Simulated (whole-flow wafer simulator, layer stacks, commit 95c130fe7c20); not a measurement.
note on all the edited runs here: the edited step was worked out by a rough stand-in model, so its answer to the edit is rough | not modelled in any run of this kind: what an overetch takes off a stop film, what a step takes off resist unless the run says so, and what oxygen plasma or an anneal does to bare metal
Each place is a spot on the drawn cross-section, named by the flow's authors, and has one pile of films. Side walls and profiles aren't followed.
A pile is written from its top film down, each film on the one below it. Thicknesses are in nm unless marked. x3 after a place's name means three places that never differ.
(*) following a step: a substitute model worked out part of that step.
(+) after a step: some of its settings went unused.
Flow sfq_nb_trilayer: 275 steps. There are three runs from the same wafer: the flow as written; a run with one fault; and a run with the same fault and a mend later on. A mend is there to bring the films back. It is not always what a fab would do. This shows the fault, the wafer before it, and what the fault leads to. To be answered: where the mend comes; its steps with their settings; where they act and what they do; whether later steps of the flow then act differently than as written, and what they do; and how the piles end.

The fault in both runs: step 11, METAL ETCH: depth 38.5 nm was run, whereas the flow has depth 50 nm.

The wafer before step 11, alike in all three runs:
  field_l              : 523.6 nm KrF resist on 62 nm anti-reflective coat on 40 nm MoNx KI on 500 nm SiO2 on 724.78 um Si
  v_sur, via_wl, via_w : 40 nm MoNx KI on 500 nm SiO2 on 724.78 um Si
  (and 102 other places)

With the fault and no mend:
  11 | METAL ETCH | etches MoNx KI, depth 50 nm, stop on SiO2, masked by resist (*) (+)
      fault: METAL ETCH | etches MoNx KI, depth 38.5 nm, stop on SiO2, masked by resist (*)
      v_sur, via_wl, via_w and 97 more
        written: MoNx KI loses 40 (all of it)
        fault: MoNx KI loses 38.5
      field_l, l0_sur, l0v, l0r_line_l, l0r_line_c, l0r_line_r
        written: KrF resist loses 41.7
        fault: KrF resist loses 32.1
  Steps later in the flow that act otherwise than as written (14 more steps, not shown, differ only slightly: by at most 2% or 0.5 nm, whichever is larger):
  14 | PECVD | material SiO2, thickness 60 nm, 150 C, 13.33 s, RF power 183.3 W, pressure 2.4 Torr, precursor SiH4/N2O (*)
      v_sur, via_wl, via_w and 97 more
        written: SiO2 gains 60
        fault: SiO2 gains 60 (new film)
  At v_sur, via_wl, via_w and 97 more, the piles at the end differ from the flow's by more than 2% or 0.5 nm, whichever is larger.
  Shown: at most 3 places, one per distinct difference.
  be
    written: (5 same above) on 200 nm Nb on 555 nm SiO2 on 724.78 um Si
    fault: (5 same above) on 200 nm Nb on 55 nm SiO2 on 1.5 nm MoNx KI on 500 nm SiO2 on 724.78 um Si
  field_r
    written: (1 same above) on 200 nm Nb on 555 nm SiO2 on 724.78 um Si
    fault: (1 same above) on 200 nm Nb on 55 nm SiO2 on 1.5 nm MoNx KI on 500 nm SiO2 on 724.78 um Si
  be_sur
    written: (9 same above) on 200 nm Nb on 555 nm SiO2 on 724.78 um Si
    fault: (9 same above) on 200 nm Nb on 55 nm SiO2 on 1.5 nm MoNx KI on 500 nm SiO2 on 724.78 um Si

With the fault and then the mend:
  The mend stands after step 11.
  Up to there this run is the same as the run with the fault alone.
  11a | METAL ETCH | etches MoNx KI, depth 11.5 nm, stop on SiO2, masked by resist (+) (the flow's step 11 again, with other settings)
      v_sur, via_wl, via_w and 97 more
        MoNx KI loses 1.5 (all of it)
      field_l, l0_sur, l0v, l0r_line_l, l0r_line_c, l0r_line_r
        KrF resist loses 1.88
  Every later step of the flow that is run acts as written, at every place that is followed, to within 2% or 0.5 nm, whichever is larger.
  At every place that both follow, the piles at the end match the flow's.
